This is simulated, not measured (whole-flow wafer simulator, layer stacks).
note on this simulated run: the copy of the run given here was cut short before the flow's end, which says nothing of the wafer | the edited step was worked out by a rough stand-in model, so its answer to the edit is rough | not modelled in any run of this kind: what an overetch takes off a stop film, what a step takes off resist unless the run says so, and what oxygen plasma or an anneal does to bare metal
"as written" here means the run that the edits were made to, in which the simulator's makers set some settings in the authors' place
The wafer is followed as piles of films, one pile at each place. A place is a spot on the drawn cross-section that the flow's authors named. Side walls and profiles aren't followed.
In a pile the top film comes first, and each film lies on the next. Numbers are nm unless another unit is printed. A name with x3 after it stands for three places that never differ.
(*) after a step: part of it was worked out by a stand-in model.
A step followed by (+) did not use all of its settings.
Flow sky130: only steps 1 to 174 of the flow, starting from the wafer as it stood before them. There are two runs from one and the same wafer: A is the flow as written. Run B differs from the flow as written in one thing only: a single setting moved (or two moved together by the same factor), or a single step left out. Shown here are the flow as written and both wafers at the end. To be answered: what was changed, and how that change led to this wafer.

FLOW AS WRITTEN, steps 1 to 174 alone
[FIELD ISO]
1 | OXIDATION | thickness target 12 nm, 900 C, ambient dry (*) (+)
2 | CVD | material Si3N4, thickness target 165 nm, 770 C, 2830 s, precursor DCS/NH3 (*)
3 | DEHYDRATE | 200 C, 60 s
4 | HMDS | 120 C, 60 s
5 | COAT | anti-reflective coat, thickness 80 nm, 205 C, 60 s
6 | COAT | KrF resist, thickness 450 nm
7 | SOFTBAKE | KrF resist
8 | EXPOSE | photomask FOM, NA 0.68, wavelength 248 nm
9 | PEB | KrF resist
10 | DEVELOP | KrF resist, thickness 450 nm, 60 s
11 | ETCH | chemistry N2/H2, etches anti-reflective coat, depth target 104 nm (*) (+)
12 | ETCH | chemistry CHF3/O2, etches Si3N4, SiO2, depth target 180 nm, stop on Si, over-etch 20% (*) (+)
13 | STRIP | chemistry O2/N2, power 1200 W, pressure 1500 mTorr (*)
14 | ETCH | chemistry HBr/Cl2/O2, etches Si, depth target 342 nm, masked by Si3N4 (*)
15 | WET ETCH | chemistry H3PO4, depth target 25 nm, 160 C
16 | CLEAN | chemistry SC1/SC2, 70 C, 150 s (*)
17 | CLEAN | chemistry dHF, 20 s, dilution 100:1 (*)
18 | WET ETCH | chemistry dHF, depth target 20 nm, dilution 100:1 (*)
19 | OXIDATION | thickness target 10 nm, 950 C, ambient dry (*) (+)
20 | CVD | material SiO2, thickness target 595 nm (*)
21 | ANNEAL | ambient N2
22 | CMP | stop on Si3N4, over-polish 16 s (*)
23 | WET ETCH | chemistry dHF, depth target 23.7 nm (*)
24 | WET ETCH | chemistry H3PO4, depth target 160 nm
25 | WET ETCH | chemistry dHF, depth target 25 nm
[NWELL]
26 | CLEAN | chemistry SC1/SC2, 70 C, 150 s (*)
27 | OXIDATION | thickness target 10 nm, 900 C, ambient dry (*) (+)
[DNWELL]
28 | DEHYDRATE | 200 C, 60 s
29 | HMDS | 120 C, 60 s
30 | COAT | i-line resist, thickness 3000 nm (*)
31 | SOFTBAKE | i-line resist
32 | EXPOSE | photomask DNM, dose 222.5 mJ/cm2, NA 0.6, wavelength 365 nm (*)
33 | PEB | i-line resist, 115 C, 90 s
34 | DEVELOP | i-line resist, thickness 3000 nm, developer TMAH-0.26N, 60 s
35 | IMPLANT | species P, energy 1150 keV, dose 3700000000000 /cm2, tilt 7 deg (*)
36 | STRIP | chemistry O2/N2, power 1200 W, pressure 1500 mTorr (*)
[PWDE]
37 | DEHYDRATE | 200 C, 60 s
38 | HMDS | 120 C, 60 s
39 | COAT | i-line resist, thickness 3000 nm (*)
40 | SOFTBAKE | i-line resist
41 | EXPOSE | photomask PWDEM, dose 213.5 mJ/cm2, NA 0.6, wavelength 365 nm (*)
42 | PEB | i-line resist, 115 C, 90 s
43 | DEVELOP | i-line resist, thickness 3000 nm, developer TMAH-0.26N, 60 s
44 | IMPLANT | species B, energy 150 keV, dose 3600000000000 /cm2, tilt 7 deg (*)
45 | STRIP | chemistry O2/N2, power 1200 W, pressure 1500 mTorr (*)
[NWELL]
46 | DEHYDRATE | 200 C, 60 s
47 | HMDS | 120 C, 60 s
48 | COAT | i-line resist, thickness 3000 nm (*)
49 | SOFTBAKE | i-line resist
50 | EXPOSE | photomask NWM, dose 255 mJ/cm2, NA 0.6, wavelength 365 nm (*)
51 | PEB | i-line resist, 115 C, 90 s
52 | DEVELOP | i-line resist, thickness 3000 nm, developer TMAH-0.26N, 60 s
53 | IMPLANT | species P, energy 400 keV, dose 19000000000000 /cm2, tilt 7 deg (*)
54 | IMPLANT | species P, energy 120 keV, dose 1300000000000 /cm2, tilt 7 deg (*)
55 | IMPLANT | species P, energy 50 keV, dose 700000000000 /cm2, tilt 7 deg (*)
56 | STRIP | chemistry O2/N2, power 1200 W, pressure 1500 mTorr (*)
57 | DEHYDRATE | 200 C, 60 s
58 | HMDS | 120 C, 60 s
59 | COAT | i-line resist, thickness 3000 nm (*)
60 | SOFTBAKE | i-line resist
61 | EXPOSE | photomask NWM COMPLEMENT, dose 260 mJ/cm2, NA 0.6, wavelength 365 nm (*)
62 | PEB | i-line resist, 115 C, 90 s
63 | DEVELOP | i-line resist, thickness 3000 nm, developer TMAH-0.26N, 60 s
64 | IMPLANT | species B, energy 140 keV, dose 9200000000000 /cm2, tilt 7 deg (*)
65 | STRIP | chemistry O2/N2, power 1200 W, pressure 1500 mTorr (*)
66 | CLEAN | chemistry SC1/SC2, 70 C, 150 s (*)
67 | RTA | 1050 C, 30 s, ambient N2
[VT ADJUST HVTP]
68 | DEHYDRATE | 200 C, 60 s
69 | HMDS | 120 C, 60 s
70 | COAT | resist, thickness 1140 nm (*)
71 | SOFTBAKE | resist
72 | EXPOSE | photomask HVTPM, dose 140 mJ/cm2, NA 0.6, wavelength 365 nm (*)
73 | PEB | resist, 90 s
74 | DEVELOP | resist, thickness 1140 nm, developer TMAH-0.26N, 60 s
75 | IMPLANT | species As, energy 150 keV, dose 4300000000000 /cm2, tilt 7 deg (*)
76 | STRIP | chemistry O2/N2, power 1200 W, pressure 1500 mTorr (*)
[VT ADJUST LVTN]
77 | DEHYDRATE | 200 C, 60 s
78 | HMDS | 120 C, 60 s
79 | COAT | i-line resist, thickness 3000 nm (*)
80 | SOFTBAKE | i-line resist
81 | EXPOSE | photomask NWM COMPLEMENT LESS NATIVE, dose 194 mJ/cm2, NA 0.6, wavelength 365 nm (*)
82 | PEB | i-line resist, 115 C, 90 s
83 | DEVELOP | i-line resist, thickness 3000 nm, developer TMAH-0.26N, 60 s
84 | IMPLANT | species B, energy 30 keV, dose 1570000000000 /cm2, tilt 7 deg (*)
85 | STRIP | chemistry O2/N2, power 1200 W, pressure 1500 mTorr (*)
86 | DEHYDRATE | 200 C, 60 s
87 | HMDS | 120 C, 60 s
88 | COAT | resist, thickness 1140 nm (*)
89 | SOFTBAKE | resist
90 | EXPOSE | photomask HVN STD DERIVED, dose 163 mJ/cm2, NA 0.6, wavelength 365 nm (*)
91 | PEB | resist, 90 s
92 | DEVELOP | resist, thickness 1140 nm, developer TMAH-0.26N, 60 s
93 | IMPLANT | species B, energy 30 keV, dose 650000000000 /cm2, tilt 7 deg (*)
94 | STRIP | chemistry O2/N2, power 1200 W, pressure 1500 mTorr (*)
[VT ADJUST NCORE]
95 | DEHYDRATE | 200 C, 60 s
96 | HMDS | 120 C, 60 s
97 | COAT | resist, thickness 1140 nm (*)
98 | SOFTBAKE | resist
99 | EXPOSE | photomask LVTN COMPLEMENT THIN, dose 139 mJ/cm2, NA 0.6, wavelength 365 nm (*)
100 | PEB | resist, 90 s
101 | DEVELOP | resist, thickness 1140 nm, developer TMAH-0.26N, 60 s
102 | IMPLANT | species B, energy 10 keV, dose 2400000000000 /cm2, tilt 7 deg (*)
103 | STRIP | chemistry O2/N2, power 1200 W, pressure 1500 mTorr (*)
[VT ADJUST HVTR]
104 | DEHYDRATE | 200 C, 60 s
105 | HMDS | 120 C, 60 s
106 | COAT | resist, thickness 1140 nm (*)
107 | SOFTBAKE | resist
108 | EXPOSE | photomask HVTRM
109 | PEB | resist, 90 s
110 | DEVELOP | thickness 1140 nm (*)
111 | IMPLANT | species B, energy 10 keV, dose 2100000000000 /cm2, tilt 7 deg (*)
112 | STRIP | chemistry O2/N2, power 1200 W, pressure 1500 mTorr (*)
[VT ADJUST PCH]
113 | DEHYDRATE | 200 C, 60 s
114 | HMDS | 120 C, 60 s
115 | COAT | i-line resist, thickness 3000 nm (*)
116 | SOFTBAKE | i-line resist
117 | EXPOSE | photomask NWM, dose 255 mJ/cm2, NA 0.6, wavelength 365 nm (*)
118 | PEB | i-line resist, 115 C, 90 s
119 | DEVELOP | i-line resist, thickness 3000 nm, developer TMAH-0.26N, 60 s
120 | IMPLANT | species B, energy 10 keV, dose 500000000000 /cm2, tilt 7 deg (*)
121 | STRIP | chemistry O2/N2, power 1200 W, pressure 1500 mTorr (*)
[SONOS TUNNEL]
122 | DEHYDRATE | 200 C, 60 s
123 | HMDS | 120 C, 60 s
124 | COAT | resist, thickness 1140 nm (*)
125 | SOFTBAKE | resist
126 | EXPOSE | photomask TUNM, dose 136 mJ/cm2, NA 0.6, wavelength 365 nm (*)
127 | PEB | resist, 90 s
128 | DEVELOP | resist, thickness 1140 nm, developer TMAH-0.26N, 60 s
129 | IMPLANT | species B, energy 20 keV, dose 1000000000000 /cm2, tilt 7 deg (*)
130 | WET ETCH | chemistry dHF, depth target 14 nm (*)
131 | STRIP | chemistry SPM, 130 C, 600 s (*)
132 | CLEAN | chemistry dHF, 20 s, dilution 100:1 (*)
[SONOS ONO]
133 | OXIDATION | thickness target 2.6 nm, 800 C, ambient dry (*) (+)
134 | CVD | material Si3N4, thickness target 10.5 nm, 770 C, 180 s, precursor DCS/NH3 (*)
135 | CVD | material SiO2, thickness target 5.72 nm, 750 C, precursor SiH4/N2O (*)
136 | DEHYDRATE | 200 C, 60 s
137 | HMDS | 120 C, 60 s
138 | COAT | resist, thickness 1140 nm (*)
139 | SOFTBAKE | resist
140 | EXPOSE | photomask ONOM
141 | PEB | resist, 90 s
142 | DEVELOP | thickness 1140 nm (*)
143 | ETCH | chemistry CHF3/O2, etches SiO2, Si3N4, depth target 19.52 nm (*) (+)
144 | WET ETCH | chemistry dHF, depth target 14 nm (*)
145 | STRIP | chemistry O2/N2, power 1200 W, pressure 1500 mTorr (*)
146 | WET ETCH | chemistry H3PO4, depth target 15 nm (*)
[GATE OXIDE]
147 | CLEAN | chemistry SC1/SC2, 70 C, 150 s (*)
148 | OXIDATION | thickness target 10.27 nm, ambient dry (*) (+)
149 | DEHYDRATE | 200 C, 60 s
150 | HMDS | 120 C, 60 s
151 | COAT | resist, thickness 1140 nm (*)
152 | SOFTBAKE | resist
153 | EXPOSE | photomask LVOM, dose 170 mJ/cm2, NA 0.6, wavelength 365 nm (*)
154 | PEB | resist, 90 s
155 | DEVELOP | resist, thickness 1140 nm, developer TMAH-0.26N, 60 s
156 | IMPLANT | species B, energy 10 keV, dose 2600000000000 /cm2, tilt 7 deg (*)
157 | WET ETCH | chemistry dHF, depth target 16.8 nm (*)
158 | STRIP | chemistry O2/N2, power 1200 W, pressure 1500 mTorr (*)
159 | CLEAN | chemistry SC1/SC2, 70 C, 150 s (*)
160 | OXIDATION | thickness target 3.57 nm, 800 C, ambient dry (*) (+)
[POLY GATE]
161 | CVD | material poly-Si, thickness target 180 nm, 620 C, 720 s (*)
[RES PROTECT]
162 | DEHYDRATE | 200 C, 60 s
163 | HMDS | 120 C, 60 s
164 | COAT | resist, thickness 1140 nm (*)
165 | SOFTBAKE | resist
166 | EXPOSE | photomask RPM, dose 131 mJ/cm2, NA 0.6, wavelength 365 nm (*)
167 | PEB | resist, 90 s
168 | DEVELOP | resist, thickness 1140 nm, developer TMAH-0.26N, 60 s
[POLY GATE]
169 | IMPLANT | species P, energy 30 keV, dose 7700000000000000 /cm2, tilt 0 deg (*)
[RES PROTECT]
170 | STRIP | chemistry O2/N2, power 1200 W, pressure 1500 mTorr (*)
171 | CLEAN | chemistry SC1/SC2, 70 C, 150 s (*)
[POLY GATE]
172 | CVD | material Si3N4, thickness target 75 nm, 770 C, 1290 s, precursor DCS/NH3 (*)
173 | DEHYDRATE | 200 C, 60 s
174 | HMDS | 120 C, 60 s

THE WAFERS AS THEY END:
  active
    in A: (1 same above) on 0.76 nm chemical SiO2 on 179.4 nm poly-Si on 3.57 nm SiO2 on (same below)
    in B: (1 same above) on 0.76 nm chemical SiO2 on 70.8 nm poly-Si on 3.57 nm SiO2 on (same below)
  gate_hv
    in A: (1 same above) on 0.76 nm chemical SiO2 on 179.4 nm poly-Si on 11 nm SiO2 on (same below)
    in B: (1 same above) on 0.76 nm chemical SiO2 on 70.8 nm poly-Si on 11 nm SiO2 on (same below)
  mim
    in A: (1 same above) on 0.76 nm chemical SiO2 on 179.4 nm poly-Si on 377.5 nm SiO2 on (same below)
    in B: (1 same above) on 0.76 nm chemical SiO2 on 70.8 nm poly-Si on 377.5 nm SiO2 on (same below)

What caused this: step 161, CVD: 288 s was run, though the flow has 720 s.

How this came from the change, step by step:
  161 | CVD | material poly-Si, thickness target 180 nm, 620 C, 720 s (*)
      field, active, n_well and 186 more: A poly-Si gains 180 (new film) | B poly-Si gains 71.4 (new film)
      ndiff_dn: A poly-Si gains 215.7 (new film) | B poly-Si gains 71.4 (new film)
  164 | COAT | resist, thickness 1140 nm (*)
      ndiff_dn: A resist gains 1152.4 (new film) | B resist gains 1184.5 (new film)
  167 | PEB | resist, 90 s
      ndiff_dn: A resist loses 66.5 | B resist loses 68.3
  168 | DEVELOP | resist, thickness 1140 nm, developer TMAH-0.26N, 60 s
      ndiff_dn: A resist loses 1086 (all of it) | B resist loses 1116.4 (all of it)
  172 | CVD | material Si3N4, thickness target 75 nm, 770 C, 1290 s, precursor DCS/NH3 (*)
      ndiff_dn: A Si3N4 gains 75 (new film) | B Si3N4 gains 76.8 (new film)
